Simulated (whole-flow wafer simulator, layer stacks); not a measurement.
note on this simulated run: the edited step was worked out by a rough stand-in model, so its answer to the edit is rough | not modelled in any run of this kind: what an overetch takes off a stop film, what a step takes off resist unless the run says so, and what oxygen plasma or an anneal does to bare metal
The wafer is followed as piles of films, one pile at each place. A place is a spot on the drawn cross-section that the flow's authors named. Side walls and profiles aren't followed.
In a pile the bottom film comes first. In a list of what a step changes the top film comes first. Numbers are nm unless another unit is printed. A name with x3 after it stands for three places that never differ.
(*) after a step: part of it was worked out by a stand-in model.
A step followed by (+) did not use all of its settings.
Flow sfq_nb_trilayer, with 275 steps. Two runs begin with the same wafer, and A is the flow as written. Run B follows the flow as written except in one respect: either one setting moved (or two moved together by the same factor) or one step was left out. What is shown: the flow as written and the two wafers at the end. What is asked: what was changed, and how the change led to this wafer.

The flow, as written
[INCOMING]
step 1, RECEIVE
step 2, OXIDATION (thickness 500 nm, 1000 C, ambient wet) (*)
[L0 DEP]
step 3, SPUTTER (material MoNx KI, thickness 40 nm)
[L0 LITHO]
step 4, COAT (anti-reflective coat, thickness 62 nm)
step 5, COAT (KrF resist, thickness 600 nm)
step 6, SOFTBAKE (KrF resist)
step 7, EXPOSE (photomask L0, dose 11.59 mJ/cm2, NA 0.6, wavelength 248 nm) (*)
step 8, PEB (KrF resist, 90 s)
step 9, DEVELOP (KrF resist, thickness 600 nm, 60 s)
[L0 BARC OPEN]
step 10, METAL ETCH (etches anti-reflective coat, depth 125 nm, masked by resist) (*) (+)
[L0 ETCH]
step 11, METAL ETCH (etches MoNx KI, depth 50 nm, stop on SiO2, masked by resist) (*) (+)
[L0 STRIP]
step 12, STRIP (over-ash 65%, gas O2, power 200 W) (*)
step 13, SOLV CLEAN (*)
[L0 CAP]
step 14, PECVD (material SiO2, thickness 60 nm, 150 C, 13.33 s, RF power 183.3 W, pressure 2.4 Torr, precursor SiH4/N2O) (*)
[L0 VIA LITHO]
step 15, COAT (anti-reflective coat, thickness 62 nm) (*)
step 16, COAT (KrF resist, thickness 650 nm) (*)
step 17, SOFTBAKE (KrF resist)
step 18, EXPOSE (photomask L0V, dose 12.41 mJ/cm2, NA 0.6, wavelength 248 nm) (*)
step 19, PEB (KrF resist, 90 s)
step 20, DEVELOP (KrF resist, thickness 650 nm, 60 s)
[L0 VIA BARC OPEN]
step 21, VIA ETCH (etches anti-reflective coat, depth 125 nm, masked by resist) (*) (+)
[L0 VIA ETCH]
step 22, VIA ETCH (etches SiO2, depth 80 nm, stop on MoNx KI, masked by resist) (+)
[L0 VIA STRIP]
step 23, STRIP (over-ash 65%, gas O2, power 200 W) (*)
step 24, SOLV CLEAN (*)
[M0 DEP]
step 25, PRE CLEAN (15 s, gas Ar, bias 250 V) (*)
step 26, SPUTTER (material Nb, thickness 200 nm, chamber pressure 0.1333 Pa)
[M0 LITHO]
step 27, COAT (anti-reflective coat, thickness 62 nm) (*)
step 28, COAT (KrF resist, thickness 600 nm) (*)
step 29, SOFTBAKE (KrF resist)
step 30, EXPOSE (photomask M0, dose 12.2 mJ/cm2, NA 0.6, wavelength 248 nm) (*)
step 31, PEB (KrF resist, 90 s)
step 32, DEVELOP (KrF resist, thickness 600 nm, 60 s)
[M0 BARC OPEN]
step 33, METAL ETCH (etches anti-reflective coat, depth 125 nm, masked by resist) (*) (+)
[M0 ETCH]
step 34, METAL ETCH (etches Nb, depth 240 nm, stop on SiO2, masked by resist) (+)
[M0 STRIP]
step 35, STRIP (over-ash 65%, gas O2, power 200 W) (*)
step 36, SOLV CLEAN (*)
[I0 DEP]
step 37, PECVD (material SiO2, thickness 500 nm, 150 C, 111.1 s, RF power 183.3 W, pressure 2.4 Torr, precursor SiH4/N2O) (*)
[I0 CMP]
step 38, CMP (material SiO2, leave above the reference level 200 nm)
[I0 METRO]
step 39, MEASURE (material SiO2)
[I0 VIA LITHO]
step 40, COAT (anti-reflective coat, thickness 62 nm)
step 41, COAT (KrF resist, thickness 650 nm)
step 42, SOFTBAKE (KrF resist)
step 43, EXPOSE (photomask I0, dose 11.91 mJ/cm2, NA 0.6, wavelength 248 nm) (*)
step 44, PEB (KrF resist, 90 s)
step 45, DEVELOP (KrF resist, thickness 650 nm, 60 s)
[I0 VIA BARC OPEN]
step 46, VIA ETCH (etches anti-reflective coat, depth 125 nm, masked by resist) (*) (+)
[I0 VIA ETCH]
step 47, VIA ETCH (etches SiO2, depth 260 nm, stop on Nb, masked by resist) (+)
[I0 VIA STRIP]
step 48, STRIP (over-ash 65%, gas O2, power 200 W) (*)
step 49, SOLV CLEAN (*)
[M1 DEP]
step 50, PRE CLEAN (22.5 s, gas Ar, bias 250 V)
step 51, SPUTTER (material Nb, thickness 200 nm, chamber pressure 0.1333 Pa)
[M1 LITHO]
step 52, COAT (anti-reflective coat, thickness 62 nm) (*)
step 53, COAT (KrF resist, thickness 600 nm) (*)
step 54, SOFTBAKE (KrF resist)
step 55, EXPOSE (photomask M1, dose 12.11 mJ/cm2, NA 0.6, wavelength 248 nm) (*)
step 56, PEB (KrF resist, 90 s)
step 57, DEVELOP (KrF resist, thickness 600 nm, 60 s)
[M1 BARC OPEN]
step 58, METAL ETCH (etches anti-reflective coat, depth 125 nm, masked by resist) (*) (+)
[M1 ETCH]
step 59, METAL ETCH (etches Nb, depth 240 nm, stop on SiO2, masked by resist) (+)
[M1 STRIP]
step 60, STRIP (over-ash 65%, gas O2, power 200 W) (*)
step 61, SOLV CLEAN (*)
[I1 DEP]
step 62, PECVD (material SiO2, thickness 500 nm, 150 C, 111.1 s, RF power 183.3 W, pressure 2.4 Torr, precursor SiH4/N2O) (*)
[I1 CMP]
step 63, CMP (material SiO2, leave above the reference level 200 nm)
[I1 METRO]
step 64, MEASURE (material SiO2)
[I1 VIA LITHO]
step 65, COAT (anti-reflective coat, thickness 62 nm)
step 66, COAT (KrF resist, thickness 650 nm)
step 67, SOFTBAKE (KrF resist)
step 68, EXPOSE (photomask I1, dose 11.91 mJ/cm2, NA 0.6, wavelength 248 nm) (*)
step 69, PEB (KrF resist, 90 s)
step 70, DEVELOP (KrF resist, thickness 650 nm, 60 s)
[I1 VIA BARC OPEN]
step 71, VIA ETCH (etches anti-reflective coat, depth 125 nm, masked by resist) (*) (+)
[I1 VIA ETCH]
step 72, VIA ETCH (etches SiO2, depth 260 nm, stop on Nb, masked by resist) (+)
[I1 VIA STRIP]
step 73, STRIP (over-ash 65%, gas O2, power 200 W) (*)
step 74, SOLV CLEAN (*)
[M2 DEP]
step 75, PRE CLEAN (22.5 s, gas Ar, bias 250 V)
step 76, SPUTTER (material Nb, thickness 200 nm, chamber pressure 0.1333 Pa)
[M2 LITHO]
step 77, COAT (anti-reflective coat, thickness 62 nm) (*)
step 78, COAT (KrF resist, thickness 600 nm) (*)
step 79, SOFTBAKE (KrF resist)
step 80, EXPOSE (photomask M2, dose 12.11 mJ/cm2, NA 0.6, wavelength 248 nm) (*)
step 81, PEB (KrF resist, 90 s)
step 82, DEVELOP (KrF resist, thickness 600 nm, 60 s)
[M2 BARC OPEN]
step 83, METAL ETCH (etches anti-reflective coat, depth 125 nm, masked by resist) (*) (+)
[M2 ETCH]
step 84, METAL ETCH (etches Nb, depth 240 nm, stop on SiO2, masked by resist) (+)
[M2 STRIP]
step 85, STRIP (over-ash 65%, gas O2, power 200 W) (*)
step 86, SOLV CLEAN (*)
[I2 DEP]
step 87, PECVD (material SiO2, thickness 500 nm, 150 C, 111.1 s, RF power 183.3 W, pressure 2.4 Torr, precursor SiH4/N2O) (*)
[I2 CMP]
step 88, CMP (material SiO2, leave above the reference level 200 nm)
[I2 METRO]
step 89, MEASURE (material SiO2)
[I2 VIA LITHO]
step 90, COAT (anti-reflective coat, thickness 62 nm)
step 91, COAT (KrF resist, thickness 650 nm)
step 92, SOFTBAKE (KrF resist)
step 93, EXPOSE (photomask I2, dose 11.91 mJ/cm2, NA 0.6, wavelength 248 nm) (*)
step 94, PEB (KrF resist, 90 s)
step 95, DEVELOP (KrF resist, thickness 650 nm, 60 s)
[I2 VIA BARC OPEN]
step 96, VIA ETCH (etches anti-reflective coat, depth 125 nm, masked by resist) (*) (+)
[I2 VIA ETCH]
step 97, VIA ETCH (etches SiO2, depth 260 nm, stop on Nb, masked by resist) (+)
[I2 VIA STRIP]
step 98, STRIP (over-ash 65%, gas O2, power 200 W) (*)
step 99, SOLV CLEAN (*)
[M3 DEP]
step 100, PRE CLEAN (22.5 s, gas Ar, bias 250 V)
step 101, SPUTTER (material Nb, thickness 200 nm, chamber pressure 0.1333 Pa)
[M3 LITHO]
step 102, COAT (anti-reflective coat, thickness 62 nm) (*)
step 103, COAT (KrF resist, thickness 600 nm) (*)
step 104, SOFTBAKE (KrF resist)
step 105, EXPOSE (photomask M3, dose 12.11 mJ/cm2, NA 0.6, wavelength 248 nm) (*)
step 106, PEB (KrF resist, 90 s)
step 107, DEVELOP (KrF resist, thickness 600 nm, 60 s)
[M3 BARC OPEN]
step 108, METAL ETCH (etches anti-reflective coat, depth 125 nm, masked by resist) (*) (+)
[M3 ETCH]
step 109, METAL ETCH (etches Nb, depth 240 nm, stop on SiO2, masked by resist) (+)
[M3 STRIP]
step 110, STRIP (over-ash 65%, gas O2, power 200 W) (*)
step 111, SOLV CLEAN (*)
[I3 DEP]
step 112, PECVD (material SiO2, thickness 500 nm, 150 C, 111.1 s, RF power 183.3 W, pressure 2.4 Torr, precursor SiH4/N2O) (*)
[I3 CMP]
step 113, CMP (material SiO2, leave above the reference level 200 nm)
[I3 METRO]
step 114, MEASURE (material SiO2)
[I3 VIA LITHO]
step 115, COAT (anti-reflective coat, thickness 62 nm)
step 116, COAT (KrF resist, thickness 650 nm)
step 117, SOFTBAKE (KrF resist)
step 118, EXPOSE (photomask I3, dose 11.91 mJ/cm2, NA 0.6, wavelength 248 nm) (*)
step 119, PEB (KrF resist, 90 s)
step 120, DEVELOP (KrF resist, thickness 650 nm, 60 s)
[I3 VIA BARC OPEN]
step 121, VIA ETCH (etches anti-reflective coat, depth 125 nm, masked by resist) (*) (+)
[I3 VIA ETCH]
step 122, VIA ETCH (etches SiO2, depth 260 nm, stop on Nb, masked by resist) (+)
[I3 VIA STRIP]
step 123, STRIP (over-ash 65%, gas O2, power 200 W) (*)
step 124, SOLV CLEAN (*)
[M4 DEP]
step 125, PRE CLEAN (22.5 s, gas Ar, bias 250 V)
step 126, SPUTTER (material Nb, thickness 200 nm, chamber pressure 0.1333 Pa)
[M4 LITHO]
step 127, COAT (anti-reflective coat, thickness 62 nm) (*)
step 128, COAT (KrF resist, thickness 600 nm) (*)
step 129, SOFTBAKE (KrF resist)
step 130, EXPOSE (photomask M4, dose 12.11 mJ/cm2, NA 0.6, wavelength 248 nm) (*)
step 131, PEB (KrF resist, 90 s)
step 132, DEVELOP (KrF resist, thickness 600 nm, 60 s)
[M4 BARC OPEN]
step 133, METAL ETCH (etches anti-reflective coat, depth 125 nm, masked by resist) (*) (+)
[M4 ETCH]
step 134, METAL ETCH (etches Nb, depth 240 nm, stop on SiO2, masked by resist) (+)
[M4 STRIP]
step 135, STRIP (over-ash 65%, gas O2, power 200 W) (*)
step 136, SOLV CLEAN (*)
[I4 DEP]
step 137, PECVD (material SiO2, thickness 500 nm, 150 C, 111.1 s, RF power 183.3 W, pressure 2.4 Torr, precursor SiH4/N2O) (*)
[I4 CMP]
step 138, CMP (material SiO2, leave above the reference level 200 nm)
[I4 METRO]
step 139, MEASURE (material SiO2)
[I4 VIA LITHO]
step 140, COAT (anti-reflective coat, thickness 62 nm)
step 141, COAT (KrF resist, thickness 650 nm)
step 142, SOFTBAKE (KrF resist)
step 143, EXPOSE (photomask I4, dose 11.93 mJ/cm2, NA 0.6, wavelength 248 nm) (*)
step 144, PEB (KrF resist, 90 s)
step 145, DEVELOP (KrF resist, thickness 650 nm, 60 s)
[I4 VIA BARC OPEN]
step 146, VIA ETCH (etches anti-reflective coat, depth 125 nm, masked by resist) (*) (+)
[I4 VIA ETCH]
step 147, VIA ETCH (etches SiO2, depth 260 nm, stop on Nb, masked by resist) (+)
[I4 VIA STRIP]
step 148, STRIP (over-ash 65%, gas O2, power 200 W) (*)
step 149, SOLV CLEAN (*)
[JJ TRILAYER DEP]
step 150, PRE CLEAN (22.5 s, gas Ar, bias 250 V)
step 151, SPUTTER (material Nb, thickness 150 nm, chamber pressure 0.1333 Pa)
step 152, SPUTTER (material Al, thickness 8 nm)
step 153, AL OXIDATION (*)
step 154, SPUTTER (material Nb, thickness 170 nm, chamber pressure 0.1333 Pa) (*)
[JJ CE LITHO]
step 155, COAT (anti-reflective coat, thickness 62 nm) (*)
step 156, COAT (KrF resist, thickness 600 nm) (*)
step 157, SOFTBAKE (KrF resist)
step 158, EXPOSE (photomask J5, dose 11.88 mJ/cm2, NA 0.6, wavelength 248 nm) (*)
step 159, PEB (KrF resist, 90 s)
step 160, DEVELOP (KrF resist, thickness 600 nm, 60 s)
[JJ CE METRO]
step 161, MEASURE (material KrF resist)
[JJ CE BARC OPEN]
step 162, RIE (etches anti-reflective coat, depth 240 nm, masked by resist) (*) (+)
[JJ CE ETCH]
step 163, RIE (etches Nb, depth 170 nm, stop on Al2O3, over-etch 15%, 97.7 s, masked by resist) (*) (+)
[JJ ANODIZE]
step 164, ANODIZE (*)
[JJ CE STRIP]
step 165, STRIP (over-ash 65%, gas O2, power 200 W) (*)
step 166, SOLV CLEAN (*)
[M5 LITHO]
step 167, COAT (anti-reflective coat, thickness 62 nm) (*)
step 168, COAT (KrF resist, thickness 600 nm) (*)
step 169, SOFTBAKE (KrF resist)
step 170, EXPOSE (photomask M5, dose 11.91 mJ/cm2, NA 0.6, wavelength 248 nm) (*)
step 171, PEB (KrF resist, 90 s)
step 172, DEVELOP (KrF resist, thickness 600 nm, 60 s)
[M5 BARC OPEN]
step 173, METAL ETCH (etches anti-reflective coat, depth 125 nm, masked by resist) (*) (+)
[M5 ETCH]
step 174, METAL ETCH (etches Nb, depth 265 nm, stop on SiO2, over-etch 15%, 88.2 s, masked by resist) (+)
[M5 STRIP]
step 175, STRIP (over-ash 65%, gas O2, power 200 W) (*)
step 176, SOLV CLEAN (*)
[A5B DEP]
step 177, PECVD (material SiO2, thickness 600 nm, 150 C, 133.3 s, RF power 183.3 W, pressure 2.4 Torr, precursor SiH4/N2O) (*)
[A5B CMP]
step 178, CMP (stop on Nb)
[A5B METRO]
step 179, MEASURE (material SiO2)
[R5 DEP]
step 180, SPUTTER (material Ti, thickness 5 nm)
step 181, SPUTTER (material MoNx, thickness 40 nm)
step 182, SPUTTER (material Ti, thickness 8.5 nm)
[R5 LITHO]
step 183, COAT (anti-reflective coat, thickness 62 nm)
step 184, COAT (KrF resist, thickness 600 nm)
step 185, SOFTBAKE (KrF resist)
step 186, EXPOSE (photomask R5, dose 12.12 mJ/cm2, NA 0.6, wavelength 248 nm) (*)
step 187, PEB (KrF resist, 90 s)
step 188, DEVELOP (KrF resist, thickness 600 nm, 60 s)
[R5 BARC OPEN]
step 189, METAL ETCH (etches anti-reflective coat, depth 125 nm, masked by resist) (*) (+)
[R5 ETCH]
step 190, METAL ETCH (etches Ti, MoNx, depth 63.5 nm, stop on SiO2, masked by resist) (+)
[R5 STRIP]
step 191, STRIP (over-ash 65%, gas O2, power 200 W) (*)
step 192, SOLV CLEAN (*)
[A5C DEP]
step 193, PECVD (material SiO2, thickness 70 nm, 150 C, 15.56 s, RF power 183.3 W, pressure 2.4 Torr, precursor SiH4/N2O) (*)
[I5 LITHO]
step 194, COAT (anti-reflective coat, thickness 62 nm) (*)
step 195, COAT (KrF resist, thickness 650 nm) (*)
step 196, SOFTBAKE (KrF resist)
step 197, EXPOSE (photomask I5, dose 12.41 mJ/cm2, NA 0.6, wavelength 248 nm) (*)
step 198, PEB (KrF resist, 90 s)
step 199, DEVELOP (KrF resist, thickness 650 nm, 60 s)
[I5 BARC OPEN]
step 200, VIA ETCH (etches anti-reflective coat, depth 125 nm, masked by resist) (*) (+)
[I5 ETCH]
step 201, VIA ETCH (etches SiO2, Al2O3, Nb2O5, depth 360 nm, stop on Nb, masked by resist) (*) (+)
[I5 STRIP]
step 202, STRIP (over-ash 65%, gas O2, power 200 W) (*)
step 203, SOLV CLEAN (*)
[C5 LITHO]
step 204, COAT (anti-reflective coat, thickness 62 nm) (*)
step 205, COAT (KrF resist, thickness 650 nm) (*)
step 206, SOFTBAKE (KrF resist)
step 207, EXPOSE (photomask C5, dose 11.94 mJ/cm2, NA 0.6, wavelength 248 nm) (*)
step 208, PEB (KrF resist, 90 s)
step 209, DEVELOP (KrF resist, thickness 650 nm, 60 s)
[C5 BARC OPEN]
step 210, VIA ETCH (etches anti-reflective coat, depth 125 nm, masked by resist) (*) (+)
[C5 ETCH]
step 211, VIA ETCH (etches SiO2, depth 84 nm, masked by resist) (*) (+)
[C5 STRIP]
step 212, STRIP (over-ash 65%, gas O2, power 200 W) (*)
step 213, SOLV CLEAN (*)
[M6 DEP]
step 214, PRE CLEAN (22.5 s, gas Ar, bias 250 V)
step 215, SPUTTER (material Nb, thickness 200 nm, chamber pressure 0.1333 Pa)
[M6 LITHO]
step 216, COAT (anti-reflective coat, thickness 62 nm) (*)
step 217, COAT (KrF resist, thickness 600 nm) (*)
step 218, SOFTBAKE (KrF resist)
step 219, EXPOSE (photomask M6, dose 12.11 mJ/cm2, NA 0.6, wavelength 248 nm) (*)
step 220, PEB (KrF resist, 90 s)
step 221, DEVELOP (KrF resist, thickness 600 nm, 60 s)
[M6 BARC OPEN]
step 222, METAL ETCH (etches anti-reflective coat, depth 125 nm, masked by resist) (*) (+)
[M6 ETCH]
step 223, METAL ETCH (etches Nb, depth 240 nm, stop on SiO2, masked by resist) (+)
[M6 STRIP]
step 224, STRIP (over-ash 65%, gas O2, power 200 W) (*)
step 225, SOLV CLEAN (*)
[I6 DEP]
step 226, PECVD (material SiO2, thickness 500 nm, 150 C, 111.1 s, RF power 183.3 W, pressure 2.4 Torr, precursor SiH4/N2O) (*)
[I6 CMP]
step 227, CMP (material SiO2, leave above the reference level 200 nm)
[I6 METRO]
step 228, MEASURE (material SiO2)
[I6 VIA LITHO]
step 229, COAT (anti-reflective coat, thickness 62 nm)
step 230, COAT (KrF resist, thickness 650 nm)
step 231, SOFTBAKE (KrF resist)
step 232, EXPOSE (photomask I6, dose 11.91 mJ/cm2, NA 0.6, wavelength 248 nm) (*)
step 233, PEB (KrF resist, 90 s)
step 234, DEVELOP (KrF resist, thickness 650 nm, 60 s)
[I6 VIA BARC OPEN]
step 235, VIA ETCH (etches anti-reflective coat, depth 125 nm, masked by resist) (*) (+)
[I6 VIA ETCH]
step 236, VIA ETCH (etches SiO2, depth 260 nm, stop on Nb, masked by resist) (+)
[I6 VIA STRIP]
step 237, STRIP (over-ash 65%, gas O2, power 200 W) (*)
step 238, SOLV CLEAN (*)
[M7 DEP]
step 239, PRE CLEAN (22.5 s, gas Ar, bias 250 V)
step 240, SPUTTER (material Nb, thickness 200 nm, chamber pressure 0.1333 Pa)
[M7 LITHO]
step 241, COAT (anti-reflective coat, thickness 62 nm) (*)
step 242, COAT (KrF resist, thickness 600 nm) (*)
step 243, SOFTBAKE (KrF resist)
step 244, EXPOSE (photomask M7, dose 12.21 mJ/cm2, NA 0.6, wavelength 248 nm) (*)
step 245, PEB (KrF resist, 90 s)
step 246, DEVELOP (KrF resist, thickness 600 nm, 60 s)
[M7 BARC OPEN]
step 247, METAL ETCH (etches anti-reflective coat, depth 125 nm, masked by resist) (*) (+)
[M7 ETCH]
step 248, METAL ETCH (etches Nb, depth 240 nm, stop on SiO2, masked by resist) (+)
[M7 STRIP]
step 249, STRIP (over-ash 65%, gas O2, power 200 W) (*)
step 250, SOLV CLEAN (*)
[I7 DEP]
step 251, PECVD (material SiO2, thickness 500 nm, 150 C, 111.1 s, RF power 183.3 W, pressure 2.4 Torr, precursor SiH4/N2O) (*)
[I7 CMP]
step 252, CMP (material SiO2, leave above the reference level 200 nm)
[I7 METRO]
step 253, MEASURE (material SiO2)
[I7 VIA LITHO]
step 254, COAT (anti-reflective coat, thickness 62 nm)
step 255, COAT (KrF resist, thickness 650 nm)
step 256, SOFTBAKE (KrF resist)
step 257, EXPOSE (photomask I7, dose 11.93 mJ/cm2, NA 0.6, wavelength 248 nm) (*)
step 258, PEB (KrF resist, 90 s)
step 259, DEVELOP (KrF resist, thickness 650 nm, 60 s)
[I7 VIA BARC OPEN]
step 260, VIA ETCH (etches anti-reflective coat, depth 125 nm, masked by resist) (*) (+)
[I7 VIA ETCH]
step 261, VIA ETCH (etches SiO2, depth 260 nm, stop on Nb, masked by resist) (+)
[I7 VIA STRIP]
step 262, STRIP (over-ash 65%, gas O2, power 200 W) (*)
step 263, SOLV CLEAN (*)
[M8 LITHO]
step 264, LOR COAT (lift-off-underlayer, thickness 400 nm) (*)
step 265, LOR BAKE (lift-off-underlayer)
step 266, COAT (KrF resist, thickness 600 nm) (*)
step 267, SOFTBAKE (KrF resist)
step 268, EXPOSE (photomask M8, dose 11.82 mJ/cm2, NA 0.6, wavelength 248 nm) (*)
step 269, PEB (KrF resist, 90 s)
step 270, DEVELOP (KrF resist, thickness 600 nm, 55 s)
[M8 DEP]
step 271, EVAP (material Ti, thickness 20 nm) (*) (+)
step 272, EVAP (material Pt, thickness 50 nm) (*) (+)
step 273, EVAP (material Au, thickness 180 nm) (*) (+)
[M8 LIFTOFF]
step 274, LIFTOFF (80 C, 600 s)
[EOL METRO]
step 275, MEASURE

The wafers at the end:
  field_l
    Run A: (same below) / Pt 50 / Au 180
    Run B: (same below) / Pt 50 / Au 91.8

Cause: step 273, EVAP: thickness 91.8 nm was run, whereas the flow has thickness 180 nm.
The wafer itself shows it: field_l has Au 91.8, and step 273 as written asks for 180 nm.

Step by step, how the change led to this:
  step 273, EVAP (material Au, thickness 180 nm) (*) (+)
      field_l, v_sur, via_wl and 103 more: A Au gains 180 (new film) | B Au gains 91.8 (new film)
  step 274, LIFTOFF (80 C, 600 s)
      p4_fl, p4_fm, p4_w1 and 71 more: A Au loses 180 (all of it), Pt loses 50 (all of it), Ti loses 20 (all of it), KrF resist loses 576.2 (all of it), lift-off-underlayer loses 400 (all of it) | B Au loses 91.8 (all of it), Pt loses 50 (all of it), Ti loses 20 (all of it), KrF resist loses 576.2 (all of it), lift-off-underlayer loses 400 (all of it)
      c5j, ce_r: A Au loses 180 (all of it), Pt loses 50 (all of it), Ti loses 20 (all of it), KrF resist loses 573.3 (all of it), lift-off-underlayer loses 399.3 (all of it) | B Au loses 91.8 (all of it), Pt loses 50 (all of it), Ti loses 20 (all of it), KrF resist loses 573.3 (all of it), lift-off-underlayer loses 399.3 (all of it)
      (also at 19 further places)
